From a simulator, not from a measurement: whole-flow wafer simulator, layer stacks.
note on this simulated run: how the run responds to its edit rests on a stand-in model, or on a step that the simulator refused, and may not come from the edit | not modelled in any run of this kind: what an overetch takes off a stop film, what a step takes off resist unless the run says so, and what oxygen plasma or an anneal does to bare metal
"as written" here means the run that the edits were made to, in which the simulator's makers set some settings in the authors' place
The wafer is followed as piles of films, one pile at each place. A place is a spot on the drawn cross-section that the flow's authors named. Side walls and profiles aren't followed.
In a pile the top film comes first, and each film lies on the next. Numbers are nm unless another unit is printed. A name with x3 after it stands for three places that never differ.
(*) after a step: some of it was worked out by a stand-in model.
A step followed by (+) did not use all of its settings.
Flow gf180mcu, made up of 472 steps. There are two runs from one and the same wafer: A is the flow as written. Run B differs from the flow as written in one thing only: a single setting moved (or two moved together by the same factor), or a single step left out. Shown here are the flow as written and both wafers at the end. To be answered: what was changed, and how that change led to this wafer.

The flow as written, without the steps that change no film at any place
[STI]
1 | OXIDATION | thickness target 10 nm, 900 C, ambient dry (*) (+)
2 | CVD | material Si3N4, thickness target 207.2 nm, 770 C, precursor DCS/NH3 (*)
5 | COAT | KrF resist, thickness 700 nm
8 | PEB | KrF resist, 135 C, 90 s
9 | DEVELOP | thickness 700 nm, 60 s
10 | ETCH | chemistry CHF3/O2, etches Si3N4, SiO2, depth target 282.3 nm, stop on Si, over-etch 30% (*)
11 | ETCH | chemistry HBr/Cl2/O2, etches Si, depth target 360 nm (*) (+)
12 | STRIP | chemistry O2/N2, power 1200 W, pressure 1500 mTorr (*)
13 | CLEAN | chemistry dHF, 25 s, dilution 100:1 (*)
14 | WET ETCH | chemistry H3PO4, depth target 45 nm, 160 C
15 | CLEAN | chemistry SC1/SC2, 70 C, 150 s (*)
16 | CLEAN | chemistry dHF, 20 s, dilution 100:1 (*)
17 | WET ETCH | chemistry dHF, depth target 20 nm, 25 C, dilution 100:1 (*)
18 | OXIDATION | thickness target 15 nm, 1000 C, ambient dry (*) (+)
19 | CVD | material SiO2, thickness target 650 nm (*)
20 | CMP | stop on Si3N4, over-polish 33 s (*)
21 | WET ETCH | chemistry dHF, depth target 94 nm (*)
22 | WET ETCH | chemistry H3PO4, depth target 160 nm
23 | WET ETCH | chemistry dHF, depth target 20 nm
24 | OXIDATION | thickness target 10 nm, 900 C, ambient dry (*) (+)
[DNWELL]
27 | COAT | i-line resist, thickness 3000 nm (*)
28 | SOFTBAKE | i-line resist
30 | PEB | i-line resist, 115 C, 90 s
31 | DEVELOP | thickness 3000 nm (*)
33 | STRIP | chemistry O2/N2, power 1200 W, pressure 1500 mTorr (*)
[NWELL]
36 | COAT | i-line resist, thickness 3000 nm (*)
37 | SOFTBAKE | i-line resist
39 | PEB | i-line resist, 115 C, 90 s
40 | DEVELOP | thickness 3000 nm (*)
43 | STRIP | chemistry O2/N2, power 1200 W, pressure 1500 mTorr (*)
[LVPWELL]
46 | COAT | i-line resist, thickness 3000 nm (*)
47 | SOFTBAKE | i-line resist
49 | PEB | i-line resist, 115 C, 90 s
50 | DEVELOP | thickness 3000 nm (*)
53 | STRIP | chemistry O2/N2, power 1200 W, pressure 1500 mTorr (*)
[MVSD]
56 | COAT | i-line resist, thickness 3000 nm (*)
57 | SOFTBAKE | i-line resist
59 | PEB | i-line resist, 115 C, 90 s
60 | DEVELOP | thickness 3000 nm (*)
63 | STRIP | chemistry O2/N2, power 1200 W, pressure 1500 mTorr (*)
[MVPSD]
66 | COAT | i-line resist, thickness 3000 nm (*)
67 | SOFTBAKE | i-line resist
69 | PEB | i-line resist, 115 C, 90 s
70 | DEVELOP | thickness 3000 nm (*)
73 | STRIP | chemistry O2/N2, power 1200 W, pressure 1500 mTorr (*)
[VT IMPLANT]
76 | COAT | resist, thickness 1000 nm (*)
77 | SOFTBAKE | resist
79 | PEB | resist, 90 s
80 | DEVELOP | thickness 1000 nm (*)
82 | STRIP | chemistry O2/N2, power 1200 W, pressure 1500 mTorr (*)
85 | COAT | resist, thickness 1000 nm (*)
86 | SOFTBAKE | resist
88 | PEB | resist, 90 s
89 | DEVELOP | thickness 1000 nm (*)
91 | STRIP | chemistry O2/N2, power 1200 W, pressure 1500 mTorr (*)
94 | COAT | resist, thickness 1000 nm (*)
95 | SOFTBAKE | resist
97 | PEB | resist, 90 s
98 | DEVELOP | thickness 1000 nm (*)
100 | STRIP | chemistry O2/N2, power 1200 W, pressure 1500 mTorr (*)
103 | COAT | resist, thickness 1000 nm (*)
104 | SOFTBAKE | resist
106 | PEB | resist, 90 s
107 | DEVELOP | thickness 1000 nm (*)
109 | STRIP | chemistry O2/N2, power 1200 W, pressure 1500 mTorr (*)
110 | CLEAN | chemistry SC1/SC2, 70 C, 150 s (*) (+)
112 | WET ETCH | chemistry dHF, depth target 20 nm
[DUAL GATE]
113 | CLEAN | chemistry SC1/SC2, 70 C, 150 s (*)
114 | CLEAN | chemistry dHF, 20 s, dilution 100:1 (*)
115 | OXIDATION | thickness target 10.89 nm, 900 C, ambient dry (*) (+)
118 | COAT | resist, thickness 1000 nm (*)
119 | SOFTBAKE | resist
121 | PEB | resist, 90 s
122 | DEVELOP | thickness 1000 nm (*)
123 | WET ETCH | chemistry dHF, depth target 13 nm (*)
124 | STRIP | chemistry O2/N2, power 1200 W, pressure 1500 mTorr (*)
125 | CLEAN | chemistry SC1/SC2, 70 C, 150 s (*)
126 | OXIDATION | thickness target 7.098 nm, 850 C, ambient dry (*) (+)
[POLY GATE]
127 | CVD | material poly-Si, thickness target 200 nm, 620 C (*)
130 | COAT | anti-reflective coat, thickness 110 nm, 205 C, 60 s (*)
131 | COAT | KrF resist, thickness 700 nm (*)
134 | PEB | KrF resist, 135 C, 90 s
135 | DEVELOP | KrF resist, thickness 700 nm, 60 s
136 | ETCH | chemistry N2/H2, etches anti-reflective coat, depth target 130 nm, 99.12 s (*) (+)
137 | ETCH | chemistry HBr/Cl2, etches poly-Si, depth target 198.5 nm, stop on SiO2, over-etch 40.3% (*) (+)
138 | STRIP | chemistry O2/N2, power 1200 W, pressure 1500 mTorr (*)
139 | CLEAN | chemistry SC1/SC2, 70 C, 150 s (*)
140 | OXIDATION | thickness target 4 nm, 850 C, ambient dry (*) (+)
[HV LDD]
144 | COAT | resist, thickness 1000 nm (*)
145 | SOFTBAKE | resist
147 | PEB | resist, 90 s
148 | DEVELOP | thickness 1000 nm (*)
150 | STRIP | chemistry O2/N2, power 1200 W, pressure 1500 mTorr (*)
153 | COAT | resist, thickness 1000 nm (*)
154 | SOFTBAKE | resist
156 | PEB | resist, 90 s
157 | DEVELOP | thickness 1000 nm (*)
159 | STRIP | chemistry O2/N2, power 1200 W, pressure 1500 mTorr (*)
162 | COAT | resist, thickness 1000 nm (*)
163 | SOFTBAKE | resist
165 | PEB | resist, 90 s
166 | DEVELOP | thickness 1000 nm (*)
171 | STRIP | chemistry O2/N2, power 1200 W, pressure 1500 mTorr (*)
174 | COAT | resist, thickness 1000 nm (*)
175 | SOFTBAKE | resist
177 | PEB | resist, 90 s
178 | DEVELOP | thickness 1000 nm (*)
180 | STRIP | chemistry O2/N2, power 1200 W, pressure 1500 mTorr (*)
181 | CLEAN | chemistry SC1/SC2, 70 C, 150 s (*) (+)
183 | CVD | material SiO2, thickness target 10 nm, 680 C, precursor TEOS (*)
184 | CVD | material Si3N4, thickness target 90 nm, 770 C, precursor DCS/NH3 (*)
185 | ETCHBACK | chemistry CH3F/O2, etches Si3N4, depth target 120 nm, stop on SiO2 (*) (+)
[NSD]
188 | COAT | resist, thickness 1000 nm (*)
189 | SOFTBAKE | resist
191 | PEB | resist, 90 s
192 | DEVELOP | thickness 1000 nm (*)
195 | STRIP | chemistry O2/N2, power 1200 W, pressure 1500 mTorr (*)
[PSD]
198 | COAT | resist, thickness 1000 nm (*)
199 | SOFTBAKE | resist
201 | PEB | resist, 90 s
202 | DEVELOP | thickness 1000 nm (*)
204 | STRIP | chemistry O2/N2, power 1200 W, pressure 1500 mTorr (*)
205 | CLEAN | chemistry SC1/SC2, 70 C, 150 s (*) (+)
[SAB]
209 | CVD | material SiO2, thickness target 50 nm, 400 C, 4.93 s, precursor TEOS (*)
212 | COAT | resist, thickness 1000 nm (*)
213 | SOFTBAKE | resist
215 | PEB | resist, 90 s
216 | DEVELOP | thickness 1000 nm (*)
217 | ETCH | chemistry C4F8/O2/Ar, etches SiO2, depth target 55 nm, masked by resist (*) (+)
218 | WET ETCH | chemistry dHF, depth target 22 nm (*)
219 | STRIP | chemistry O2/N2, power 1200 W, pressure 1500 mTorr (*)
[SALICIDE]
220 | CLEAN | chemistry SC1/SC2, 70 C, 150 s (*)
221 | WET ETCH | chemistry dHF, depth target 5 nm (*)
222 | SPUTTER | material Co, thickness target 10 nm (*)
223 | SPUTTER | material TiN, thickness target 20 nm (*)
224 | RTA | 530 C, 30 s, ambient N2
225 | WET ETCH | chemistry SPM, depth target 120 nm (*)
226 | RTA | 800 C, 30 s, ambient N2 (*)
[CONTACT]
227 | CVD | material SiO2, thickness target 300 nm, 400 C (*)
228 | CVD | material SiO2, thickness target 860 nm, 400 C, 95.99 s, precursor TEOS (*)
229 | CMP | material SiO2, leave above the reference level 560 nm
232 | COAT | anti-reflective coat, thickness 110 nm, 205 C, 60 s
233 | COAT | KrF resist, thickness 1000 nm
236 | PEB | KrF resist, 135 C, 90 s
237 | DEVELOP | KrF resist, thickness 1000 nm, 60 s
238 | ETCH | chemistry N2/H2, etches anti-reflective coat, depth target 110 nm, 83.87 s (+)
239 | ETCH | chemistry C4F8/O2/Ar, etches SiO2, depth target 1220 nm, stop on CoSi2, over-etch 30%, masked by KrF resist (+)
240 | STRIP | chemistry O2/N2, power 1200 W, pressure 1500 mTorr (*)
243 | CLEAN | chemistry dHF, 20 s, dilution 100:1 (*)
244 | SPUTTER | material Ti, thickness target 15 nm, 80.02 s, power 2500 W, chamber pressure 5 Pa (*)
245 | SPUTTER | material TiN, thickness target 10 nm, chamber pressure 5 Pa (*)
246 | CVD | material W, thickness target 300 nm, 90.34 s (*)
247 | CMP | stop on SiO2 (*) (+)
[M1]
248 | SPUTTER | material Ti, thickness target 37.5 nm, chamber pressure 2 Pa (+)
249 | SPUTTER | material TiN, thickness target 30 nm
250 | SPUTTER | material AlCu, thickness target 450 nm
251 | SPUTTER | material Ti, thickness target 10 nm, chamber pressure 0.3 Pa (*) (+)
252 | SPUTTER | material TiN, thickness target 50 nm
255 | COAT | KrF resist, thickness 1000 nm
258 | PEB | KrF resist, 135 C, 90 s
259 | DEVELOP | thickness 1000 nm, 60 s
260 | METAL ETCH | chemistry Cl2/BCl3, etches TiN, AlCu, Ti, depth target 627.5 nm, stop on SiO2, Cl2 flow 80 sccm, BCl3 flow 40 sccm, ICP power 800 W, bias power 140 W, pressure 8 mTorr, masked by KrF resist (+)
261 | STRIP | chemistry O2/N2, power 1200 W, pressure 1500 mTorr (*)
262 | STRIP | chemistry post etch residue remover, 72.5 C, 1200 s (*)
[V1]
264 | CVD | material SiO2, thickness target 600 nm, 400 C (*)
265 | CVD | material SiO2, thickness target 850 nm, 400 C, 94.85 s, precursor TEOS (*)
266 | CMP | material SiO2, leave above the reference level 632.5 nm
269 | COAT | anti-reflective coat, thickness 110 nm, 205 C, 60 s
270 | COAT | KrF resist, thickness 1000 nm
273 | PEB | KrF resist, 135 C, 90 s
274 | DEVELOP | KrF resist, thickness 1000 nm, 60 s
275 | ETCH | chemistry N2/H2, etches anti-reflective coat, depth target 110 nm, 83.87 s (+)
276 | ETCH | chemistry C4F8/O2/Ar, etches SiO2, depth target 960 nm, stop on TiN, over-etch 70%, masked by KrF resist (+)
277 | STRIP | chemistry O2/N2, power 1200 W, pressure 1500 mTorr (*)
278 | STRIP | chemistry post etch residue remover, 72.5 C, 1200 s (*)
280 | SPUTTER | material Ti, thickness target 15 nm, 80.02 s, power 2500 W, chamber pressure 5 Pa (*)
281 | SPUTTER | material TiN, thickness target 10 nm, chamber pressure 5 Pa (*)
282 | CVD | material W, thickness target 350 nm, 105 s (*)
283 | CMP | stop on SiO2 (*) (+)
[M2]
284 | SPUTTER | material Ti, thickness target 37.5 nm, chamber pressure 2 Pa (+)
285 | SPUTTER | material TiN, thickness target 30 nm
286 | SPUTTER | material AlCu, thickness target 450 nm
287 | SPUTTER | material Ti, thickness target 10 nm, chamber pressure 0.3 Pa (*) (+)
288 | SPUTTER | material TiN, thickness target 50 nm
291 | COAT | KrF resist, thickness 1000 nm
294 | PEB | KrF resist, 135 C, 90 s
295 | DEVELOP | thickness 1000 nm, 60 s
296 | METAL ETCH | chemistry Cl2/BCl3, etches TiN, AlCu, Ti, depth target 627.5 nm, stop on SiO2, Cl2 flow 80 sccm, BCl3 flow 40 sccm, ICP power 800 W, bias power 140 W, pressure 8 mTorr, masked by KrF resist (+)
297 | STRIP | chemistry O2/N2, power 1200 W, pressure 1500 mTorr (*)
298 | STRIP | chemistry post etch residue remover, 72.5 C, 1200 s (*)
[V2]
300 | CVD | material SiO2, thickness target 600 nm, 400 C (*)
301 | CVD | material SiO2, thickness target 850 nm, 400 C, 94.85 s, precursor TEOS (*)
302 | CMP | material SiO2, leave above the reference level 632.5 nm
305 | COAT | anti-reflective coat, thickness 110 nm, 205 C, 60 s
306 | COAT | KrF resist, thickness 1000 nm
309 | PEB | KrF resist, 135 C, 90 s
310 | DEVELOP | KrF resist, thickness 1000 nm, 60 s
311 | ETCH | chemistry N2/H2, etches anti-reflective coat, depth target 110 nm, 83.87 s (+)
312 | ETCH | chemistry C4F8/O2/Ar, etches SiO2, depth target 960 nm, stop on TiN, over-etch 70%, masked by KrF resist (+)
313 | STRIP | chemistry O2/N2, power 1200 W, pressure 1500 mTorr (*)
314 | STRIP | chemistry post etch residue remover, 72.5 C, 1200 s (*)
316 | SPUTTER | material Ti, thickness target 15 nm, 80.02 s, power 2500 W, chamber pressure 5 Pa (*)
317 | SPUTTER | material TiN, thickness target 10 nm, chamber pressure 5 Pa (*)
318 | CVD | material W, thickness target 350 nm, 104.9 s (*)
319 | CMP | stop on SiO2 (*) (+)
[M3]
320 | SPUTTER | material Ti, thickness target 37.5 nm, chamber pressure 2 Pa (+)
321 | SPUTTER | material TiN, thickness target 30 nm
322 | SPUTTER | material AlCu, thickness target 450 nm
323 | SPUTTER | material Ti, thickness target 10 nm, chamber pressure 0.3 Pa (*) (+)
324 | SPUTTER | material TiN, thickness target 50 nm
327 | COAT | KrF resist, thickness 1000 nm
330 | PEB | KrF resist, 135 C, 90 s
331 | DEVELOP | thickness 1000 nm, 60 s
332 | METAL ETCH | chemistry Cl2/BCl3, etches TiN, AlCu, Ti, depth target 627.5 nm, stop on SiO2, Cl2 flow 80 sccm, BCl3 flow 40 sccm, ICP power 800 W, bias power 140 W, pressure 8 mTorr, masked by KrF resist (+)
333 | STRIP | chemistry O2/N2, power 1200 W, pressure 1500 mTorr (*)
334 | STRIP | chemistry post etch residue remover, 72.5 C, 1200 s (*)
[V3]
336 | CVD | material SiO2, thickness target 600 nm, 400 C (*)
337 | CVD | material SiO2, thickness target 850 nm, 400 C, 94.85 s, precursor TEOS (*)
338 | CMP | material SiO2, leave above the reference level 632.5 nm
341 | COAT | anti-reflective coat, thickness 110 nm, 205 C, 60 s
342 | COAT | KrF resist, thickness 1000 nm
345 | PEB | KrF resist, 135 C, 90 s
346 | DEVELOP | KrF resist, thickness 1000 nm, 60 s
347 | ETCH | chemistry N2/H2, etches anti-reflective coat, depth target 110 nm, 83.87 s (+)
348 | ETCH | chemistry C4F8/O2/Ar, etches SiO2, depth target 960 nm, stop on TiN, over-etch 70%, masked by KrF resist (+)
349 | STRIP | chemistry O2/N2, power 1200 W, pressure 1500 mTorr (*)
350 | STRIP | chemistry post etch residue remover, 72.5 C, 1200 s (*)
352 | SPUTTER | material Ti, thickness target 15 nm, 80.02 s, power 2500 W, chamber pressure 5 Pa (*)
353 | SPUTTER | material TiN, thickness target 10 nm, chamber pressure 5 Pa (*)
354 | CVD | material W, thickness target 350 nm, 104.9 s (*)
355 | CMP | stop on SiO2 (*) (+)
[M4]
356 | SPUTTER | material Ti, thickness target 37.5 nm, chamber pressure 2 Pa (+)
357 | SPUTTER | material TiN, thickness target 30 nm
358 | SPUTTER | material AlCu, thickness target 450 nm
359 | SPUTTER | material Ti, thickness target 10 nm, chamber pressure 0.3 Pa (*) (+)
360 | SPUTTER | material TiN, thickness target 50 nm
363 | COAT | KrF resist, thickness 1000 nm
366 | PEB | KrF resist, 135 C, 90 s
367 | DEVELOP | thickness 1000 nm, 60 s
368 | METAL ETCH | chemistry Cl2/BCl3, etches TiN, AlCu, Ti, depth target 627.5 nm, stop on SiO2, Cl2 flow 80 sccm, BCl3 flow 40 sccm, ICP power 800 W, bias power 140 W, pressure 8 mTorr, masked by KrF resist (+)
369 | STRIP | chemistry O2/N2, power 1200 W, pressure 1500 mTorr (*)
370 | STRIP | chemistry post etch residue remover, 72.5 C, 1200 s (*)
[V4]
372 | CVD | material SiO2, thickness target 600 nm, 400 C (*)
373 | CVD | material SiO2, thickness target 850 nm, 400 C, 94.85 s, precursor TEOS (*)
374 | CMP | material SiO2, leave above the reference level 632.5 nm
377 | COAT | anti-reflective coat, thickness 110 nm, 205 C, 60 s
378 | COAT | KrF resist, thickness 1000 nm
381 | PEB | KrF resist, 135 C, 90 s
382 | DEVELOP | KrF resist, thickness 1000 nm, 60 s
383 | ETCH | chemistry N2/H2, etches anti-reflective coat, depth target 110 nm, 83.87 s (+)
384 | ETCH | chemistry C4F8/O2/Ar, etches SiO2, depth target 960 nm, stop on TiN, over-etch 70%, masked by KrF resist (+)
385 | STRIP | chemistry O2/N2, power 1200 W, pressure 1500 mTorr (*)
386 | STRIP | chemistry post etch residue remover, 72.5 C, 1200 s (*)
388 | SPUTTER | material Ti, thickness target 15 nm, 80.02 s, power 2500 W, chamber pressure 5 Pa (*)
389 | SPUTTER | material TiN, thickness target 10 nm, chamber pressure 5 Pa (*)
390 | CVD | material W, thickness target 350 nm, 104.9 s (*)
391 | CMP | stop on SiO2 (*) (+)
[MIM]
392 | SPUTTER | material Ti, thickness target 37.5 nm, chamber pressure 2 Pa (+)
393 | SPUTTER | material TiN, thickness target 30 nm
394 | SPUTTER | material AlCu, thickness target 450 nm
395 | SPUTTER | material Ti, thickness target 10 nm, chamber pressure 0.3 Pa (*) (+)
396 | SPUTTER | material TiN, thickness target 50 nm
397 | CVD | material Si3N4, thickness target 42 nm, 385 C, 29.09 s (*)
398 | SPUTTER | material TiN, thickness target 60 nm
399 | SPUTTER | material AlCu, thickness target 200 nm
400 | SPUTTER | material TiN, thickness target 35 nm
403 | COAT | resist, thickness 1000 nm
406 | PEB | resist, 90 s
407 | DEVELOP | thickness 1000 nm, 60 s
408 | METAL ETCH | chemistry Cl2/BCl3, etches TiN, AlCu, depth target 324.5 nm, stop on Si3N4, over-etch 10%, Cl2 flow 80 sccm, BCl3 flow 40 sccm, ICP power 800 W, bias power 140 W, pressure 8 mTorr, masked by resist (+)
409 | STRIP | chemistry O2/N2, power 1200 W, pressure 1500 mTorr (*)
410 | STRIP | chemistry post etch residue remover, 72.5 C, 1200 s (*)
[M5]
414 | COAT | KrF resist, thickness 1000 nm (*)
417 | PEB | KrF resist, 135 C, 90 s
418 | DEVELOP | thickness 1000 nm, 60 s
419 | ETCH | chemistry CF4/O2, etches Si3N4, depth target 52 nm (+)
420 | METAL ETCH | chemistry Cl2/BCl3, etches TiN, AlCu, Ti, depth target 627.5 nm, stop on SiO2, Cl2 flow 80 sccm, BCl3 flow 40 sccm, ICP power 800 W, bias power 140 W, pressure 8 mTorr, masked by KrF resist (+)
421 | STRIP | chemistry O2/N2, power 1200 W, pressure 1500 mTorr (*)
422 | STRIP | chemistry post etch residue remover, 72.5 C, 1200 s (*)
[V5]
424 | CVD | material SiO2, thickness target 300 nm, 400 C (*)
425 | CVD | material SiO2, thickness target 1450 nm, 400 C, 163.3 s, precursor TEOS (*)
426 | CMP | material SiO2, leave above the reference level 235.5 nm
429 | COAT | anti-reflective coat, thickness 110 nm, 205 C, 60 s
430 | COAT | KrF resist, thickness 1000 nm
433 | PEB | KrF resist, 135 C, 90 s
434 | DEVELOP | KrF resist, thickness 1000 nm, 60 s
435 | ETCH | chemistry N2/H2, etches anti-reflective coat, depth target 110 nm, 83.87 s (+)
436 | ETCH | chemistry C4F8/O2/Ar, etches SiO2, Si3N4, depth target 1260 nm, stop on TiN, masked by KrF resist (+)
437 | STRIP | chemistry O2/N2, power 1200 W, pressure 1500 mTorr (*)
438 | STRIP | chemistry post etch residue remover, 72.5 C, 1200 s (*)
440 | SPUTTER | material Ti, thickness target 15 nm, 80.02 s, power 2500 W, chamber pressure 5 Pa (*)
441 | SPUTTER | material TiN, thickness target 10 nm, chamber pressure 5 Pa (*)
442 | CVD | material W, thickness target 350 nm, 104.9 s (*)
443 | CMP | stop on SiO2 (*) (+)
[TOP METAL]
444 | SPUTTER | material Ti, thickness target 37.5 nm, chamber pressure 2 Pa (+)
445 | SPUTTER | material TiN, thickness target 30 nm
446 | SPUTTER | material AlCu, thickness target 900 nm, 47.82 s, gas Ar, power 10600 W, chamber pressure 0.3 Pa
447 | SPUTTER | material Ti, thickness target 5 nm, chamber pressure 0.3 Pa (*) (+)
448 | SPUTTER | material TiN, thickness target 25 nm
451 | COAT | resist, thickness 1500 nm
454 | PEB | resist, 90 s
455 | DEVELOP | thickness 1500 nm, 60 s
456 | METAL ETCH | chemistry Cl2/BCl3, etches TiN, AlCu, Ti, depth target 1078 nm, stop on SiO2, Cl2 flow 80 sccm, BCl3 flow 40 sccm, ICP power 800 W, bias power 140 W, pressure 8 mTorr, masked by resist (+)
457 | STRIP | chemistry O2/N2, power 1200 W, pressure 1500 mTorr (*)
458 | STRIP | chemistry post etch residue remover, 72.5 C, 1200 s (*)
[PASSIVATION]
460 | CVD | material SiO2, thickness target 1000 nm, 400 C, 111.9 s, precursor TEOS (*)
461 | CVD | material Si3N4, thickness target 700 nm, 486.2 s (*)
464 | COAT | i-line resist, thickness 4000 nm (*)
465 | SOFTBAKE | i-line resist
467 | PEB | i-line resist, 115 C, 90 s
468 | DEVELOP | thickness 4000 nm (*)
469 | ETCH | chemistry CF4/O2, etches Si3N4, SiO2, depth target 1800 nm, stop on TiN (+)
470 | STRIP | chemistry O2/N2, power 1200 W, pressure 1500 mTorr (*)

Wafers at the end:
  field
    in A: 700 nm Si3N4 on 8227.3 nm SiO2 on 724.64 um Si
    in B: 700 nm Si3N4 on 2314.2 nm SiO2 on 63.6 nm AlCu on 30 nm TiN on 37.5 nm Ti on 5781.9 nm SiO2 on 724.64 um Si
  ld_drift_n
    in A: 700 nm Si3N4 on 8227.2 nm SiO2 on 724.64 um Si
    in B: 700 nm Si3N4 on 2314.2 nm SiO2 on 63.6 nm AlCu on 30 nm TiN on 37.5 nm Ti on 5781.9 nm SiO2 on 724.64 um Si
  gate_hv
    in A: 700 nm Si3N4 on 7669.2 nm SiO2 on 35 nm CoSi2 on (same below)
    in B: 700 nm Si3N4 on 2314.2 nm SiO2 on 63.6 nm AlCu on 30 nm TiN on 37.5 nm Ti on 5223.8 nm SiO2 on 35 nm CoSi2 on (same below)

Cause: step 420, METAL ETCH: depth target 439.2 nm was run, while the flow as written has depth target 627.5 nm.

Step by step, how the change led to this:
  420 | METAL ETCH | chemistry Cl2/BCl3, etches TiN, AlCu, Ti, depth target 627.5 nm, stop on SiO2, Cl2 flow 80 sccm, BCl3 flow 40 sccm, ICP power 800 W, bias power 140 W, pressure 8 mTorr, masked by KrF resist (+)
      field, field__w1, field__w2 and 101 more: A -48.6 TiN (all of it), -10 Ti (all of it), -450 AlCu (all of it), -30 TiN (all of it), -37.5 Ti (all of it) | B -48.6 TiN (all of it), -10 Ti (all of it), -380.6 AlCu
      field__w4, field__w8, contact, m1, m1__w1, mim, mim_1p0, m1_nw: A -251 KrF resist | B -175.7 KrF resist
  421 | STRIP | chemistry O2/N2, power 1200 W, pressure 1500 mTorr (*)
      field__w8, m1__w1: A -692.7 KrF resist (all of it) | B -768 KrF resist (all of it)
      contact, m1: A -693.2 KrF resist (all of it) | B -768.5 KrF resist (all of it)
      (also at 4 further places)
  422 | STRIP | chemistry post etch residue remover, 72.5 C, 1200 s (*)
      field, field__w1, field__w2 and 101 more: A nothing | B -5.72 AlCu
  424 | CVD | material SiO2, thickness target 300 nm, 400 C (*)
      field, field__w1, field__w2 and 101 more: A +300 SiO2 | B +300 SiO2 (new film)
  426 | CMP | material SiO2, leave above the reference level 235.5 nm
      field, field__w1, field__w5 and 92 more: A -300.8 SiO2 | B -432 SiO2
      field__w2, field__w3, field__w12 and 6 more: A -272.7 SiO2 | B -409.8 SiO2
Taking metal films that touch as one body, field has 1 body; the flow as written gives 0 bodies.
Taking metal films that touch as one body, ld_drift_n has 1 body; the flow as written gives 0 bodies.
Taking metal films that touch as one body, gate_hv has 2 bodies (between them, from the top down: SiO2 5223.8); the flow as written gives 1 body.
